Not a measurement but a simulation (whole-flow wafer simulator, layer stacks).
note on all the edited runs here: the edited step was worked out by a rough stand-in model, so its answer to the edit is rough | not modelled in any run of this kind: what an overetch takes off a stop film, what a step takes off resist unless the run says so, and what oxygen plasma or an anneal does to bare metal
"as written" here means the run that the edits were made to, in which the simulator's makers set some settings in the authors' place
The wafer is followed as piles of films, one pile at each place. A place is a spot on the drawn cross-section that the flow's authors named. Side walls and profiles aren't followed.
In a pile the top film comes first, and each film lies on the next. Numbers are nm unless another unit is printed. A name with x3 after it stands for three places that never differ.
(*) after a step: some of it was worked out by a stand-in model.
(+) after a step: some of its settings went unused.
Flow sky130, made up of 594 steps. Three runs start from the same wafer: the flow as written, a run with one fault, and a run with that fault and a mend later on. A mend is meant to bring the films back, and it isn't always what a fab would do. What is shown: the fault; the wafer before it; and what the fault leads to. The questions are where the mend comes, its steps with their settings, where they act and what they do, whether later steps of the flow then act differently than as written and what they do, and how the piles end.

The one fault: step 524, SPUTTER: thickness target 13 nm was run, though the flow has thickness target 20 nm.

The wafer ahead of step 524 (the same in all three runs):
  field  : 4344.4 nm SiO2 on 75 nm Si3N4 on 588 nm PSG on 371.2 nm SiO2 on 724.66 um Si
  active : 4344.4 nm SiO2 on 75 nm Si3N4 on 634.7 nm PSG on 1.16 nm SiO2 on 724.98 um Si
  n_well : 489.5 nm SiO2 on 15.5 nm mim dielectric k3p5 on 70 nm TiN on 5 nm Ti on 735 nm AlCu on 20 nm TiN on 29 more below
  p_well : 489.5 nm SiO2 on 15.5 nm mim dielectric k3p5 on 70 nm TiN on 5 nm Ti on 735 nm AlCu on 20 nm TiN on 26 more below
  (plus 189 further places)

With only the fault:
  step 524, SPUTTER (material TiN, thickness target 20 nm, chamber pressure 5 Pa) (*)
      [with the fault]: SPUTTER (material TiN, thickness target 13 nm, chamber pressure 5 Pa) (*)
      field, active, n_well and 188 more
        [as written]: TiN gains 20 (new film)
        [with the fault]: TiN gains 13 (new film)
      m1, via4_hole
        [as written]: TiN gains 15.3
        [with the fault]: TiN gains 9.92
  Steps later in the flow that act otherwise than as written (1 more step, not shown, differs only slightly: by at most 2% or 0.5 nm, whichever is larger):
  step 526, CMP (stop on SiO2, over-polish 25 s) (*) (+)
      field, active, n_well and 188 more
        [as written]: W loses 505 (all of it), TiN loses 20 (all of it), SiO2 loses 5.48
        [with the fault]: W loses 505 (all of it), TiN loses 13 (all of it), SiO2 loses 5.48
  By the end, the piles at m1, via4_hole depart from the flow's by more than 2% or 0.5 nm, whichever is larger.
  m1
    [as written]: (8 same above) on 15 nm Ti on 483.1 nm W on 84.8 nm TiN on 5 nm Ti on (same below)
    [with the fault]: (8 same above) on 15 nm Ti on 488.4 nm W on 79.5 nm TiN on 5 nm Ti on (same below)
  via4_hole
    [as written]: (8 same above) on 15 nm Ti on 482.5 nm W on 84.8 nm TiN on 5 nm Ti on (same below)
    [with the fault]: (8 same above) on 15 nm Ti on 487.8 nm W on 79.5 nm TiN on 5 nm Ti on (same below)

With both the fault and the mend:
  The mend follows step 524.
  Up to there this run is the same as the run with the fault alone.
  step 524a, SPUTTER (material TiN, thickness target 7 nm, chamber pressure 5 Pa) (*) (the flow's step 524, run once more with other settings)
      field, active, n_well and 188 more
        TiN gains 7
      m1, via4_hole
        TiN gains 5.33
  Every later step of the flow that is run acts as written at every place that is followed.
  By the end, the piles equal the flow's at every place that both follow.
